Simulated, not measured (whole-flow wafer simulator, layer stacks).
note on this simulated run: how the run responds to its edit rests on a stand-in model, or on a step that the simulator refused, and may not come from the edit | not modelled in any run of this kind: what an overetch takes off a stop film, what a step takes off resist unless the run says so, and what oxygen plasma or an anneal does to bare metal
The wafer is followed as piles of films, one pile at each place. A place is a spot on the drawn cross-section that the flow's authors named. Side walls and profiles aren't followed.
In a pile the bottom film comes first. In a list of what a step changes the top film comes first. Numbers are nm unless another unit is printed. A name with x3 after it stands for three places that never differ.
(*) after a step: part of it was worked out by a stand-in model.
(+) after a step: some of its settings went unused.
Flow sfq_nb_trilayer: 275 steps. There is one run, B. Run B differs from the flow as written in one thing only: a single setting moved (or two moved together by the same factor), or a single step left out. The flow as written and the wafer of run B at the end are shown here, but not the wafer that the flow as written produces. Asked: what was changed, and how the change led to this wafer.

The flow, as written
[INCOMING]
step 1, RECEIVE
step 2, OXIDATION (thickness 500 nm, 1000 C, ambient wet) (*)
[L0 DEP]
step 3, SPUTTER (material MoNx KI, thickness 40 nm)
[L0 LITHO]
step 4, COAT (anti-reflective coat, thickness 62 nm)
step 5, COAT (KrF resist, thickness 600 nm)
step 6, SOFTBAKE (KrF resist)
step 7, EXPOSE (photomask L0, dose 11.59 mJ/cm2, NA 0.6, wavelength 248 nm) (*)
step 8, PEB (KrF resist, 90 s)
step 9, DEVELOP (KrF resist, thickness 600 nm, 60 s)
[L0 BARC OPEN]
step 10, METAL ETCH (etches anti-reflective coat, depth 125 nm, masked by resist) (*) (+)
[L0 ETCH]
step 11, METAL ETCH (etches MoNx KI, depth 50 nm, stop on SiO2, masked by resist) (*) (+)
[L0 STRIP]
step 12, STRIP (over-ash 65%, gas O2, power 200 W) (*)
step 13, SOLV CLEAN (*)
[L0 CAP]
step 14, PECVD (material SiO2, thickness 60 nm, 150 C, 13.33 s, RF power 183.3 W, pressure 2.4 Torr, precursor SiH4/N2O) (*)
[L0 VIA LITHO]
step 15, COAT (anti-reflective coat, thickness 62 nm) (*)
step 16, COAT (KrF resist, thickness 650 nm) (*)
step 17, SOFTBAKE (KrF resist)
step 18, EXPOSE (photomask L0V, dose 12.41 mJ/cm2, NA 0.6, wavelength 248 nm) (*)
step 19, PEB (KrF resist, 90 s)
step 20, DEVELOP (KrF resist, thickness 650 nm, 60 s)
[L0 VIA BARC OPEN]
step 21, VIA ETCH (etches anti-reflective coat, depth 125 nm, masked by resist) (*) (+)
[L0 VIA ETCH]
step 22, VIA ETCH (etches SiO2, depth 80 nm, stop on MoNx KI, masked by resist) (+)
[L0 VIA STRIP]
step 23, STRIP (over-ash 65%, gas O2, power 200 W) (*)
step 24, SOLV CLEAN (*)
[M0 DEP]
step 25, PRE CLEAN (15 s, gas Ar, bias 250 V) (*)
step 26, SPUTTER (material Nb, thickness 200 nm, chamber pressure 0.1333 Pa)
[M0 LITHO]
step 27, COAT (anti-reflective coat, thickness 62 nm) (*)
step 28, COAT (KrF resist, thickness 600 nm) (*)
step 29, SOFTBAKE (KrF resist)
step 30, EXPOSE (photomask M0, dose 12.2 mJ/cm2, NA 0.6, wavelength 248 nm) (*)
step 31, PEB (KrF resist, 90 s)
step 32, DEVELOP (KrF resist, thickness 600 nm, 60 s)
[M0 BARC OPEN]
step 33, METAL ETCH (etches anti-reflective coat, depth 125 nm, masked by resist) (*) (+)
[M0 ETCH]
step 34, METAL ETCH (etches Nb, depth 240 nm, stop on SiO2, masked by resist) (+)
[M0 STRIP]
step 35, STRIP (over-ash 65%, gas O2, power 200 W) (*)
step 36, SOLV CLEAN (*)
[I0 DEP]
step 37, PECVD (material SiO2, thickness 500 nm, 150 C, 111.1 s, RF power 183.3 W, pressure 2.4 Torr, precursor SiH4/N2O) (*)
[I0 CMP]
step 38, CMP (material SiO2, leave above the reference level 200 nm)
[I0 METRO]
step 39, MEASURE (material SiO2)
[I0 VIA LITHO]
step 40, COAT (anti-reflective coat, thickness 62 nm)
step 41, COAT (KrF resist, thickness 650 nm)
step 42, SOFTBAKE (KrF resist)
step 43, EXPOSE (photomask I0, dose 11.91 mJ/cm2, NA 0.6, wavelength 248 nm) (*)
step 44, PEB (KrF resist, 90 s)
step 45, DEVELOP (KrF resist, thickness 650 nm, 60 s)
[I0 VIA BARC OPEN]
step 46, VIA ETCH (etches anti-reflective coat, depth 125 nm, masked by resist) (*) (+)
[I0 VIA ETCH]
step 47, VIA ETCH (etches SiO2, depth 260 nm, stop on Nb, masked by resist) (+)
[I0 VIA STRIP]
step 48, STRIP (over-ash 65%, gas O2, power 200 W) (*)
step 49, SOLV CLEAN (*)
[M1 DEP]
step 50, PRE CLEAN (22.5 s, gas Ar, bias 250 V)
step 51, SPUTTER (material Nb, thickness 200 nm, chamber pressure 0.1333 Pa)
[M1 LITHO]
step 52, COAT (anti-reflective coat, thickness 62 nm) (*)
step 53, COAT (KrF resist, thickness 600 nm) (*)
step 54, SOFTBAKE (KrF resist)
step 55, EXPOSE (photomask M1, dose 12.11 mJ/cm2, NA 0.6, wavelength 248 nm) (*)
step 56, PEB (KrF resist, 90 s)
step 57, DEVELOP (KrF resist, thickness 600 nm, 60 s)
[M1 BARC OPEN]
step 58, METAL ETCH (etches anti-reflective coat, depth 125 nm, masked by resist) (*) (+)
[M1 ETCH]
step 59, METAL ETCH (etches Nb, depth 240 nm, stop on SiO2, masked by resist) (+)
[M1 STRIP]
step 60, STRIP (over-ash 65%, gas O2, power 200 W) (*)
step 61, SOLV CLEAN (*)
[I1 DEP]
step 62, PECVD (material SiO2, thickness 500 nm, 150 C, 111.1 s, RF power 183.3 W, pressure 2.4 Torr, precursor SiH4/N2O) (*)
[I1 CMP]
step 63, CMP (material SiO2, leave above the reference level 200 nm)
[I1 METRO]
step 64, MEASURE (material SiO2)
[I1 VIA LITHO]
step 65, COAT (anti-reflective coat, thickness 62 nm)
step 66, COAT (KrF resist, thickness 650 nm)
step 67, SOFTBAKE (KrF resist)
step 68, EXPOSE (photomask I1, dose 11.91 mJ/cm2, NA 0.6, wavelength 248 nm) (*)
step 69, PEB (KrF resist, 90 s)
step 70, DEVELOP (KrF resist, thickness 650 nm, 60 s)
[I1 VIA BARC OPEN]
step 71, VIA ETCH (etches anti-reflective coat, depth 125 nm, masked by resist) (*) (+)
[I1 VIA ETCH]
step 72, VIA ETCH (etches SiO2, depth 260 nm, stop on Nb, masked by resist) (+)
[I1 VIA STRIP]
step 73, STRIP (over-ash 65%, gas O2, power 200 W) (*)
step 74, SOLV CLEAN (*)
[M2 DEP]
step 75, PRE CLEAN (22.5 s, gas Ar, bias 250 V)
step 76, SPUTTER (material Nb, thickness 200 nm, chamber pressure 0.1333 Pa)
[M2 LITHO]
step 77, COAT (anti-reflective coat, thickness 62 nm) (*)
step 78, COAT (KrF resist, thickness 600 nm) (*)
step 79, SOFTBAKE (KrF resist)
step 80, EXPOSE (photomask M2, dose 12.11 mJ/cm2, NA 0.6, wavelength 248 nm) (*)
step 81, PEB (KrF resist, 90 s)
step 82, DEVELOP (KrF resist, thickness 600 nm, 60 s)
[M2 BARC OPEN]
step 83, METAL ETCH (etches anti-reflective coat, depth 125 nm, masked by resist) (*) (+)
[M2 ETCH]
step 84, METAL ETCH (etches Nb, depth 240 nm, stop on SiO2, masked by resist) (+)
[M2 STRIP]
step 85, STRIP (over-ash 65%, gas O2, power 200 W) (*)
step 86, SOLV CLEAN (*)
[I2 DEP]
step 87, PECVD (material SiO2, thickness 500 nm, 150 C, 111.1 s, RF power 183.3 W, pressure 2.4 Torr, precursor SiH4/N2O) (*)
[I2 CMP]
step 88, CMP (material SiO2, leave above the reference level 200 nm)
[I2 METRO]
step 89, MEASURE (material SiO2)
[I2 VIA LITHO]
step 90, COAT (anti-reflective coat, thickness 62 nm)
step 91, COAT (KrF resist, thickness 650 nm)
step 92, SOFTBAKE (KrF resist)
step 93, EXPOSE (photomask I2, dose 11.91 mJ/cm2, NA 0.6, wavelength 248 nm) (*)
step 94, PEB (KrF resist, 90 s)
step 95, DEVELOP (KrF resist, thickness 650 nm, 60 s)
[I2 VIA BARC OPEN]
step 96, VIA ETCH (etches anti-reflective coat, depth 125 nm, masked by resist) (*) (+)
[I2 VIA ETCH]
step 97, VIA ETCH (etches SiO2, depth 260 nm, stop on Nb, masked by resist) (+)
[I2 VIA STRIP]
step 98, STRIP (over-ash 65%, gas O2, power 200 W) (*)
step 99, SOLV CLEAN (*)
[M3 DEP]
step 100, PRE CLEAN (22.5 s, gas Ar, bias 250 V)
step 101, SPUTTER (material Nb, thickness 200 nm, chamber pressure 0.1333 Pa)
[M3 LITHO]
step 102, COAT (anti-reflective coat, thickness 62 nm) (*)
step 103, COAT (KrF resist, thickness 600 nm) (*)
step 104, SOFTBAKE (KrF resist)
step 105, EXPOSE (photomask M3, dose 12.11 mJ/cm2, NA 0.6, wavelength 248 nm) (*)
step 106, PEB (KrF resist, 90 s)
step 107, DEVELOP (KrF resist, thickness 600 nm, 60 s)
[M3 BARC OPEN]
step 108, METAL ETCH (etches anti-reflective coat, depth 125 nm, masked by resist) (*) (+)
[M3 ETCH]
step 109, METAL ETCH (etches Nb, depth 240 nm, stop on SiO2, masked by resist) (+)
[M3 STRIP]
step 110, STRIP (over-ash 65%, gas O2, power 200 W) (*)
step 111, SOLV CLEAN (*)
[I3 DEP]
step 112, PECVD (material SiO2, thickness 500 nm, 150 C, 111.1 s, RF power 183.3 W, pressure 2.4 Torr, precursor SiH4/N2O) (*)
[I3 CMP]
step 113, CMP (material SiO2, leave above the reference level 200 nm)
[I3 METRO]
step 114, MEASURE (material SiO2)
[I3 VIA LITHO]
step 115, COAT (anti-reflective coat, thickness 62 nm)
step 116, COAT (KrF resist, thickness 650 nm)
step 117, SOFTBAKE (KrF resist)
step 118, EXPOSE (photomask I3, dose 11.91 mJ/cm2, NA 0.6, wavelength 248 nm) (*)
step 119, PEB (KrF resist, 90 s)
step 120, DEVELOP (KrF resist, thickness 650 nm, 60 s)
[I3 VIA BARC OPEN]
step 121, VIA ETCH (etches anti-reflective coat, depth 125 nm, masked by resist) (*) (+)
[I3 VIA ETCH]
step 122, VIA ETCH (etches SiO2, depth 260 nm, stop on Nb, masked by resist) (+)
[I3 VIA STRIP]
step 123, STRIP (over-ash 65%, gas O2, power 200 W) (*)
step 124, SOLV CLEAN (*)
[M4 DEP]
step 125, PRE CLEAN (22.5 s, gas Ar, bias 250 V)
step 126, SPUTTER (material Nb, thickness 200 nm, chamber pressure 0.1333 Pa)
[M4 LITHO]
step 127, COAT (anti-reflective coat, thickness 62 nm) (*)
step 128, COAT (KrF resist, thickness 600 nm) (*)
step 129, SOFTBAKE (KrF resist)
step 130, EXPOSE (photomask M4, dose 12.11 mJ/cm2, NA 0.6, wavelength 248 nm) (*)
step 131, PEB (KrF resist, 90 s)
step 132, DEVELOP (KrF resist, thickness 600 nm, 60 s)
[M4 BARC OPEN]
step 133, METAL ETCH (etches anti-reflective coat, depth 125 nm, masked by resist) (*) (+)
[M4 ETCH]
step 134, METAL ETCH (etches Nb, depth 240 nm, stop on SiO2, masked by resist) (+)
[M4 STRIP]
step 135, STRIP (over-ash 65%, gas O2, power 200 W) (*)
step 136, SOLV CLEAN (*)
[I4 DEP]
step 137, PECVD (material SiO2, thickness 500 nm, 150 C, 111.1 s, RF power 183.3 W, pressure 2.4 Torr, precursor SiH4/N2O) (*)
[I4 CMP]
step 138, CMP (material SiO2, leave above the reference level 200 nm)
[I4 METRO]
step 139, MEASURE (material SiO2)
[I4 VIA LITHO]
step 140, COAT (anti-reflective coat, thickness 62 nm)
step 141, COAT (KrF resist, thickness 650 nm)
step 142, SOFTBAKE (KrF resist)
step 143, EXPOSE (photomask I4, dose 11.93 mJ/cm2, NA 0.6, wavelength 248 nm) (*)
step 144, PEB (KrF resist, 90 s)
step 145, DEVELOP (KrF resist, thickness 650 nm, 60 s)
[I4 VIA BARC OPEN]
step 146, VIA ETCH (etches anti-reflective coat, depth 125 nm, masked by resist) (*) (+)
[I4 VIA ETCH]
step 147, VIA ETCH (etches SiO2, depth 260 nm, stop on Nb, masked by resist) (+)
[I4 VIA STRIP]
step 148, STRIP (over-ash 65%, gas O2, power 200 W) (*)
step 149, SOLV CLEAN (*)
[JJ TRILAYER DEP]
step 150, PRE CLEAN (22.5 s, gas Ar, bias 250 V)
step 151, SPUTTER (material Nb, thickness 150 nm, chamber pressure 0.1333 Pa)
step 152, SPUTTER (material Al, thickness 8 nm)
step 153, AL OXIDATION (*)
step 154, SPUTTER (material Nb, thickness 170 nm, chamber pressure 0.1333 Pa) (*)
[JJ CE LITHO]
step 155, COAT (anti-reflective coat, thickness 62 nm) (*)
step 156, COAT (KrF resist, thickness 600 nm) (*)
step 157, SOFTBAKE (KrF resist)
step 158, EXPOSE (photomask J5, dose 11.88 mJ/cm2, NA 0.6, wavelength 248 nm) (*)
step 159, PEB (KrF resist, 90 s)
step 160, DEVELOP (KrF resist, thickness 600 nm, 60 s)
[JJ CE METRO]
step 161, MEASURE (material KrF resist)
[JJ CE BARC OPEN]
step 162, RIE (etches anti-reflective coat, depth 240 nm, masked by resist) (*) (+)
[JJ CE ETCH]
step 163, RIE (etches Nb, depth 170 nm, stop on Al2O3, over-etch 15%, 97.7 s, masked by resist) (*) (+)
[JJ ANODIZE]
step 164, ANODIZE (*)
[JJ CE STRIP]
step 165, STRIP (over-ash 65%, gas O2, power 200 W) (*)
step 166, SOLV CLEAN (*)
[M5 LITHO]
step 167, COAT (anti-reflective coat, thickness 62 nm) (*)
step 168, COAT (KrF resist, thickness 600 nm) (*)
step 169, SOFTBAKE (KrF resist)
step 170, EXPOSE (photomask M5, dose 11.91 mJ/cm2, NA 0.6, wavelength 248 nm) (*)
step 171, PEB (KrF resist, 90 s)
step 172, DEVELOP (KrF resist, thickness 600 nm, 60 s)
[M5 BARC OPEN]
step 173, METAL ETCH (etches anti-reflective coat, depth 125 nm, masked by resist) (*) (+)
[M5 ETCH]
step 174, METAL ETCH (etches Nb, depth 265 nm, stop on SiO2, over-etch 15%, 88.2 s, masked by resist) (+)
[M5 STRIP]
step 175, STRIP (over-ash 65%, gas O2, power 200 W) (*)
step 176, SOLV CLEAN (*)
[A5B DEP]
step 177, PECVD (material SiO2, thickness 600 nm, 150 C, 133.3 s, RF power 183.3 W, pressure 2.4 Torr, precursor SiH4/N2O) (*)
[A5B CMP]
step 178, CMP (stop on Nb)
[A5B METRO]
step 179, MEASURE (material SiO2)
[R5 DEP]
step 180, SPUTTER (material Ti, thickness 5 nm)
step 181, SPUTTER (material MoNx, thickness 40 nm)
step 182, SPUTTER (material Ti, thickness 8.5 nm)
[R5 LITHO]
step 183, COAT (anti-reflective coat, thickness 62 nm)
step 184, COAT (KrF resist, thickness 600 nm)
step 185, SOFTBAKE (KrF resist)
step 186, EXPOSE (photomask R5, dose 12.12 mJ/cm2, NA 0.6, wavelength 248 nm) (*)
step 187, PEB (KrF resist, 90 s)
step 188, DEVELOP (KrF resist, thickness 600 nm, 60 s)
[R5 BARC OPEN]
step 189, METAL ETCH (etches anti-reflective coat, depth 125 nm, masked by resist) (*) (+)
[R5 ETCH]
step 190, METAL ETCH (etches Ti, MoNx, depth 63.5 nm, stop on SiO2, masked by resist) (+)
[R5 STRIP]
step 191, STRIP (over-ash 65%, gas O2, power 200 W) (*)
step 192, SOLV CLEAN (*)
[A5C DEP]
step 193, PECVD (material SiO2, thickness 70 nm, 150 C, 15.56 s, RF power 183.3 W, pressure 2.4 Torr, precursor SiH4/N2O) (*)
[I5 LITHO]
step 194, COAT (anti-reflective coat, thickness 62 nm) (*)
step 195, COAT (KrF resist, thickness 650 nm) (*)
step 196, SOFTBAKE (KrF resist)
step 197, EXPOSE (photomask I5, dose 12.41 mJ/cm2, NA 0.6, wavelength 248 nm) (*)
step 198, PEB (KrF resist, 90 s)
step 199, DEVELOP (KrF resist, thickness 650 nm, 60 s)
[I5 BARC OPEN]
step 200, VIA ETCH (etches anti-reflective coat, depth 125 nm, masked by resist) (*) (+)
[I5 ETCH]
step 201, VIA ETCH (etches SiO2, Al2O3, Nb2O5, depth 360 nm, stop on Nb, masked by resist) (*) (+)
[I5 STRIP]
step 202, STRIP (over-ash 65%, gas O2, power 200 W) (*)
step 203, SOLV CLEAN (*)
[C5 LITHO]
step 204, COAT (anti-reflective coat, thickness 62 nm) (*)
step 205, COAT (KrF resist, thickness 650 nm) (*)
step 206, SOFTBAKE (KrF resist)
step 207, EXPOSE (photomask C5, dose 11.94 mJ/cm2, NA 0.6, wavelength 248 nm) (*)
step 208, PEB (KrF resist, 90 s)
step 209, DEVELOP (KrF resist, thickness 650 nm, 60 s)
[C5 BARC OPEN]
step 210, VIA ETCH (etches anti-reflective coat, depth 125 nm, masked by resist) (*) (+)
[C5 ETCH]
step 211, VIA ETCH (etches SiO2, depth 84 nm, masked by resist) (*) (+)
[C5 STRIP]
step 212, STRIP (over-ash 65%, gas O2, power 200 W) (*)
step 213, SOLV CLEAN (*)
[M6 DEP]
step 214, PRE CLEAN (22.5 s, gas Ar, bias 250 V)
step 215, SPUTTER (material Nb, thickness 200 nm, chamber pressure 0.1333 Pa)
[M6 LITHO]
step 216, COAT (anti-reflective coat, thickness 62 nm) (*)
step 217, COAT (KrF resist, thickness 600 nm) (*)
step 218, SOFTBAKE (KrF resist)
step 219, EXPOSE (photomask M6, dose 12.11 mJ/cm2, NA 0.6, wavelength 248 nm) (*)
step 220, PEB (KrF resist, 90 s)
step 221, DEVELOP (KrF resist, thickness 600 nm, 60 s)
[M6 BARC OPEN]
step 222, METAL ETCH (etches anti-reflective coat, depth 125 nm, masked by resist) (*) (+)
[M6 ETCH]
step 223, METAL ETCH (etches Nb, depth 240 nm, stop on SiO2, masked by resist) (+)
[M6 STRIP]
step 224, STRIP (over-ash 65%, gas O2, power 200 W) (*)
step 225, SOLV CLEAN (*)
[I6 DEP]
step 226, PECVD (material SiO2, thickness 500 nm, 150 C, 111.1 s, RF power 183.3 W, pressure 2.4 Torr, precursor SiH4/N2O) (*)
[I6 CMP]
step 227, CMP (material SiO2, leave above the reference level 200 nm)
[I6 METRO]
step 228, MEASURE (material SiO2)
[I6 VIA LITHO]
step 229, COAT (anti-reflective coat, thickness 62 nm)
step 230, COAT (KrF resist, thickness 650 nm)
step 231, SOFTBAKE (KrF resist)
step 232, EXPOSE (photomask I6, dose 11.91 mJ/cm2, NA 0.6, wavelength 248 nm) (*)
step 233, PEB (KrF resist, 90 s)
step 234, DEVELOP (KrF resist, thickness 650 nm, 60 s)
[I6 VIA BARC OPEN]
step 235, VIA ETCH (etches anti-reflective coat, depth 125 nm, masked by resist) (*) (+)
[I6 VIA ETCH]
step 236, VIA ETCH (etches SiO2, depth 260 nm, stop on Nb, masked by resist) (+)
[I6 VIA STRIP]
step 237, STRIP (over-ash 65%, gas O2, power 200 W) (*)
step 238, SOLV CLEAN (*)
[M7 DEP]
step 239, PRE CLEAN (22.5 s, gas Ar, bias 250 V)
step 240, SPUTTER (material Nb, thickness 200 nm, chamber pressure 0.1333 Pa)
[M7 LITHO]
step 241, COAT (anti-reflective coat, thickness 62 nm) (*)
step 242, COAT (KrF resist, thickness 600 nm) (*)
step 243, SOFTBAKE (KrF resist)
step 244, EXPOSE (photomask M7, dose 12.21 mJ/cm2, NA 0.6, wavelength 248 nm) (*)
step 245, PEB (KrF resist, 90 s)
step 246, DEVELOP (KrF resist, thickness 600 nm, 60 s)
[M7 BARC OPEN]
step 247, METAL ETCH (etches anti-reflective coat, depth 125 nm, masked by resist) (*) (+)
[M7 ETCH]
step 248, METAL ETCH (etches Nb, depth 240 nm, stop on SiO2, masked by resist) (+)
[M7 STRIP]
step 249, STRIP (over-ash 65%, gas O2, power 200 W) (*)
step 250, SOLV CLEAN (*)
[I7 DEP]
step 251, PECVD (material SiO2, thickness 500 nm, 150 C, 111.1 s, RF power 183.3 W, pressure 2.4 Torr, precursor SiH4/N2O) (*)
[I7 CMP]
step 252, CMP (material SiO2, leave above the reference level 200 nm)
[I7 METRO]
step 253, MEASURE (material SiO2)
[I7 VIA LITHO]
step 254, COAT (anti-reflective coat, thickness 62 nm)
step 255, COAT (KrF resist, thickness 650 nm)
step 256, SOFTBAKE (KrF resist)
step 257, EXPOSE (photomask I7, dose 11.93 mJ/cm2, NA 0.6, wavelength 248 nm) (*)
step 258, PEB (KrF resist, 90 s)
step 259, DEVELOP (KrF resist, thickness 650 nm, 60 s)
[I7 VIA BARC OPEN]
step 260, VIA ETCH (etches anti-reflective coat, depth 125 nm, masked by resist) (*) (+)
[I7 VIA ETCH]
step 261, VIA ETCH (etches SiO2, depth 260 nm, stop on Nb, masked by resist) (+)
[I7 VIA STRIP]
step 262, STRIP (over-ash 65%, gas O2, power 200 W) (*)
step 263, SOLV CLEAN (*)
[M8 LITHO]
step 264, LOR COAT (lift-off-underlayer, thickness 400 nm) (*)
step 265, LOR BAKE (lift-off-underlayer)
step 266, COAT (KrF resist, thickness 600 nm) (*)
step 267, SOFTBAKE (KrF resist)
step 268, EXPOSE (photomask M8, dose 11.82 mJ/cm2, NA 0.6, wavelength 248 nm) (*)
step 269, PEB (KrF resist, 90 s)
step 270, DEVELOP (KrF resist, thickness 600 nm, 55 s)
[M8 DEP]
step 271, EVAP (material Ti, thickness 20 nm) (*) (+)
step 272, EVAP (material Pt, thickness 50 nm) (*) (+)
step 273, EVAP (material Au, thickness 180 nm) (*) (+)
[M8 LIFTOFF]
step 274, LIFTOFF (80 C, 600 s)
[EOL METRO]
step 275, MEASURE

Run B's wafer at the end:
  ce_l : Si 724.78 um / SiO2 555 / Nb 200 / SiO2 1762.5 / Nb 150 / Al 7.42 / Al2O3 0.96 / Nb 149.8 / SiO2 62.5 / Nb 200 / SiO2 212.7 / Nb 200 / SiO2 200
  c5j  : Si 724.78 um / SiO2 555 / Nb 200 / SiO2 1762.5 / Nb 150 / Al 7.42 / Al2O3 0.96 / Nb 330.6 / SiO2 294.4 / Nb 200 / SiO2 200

Cause: step 190, METAL ETCH: depth 73.7 nm was run, though the flow has depth 63.5 nm.

Step by step, how the change led to this:
  step 190, METAL ETCH (etches Ti, MoNx, depth 63.5 nm, stop on SiO2, masked by resist) (+)
      be_r, r_sur, res, r_end, r5r_line_l, r5r_line_c, r5r_line_r: -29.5 KrF resist (as written it would have been: -25.4 KrF resist)
      ce_l, c5j, ce_r, wl_jj: -8.5 Ti (all of it), -40 MoNx (all of it), -5 Ti (all of it), -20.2 Nb (as written it would have been: -8.5 Ti (all of it), -40 MoNx (all of it), -5 Ti (all of it), -10 Nb)
  step 194, COAT (anti-reflective coat, thickness 62 nm) (*)
      wl_j_sl, wl_j_sr: +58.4 anti-reflective coat (new film) (as written it would have been: +60.2 anti-reflective coat (new film))
      jj_sur: +59 anti-reflective coat (new film) (as written it would have been: +60.8 anti-reflective coat (new film))
      (also at 5 further places)
  step 202, STRIP (over-ash 65%, gas O2, power 200 W) (*)
      wl_j_sl, wl_j_sr: -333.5 KrF resist (all of it), -58.4 anti-reflective coat (all of it) (as written it would have been: -333.3 KrF resist (all of it), -60.2 anti-reflective coat (all of it))
      jj_sur: -337.5 KrF resist (all of it), -59 anti-reflective coat (all of it) (as written it would have been: -337.2 KrF resist (all of it), -60.8 anti-reflective coat (all of it))
      (also at 5 further places)
  step 204, COAT (anti-reflective coat, thickness 62 nm) (*)
      wl_j_sl, wl_j_sr: +58.4 anti-reflective coat (new film) (as written it would have been: +60.2 anti-reflective coat (new film))
      jj_sur: +57.7 anti-reflective coat (new film) (as written it would have been: +59.5 anti-reflective coat (new film))
      (also at 5 further places)
  step 210, VIA ETCH (etches anti-reflective coat, depth 125 nm, masked by resist) (*) (+)
      c5j: -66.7 anti-reflective coat (all of it), -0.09 SiO2 (as written it would have been: -63.9 anti-reflective coat (all of it), -0.11 SiO2)
  step 212, STRIP (over-ash 65%, gas O2, power 200 W) (*)
      wl_j_sl, wl_j_sr: -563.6 KrF resist (all of it), -58.4 anti-reflective coat (all of it) (as written it would have been: -563.4 KrF resist (all of it), -60.2 anti-reflective coat (all of it))
      jj_sur: -562.2 KrF resist (all of it), -57.7 anti-reflective coat (all of it) (as written it would have been: -562 KrF resist (all of it), -59.5 anti-reflective coat (all of it))
      (also at 4 further places)
  step 216, COAT (anti-reflective coat, thickness 62 nm) (*)
      wl_j_sl, wl_j_sr: +58.4 anti-reflective coat (new film) (as written it would have been: +60.2 anti-reflective coat (new film))
      jj_sur: +54.4 anti-reflective coat (new film) (as written it would have been: +56.1 anti-reflective coat (new film))
      (also at 5 further places)
  step 224, STRIP (over-ash 65%, gas O2, power 200 W) (*)
      wl_j_sl, wl_j_sr: -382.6 KrF resist (all of it), -58.4 anti-reflective coat (all of it) (as written it would have been: -382.5 KrF resist (all of it), -60.2 anti-reflective coat (all of it))
      jj_sur: -378.6 KrF resist (all of it), -54.4 anti-reflective coat (all of it) (as written it would have been: -378.5 KrF resist (all of it), -56.1 anti-reflective coat (all of it))
      (also at 5 further places)
  step 227, CMP (material SiO2, leave above the reference level 200 nm)
      ce_l, ce_r, wl_jj: -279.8 SiO2 (as written it would have been: -290 SiO2)
      c5j: -212.8 SiO2 (as written it would have been: -223 SiO2)
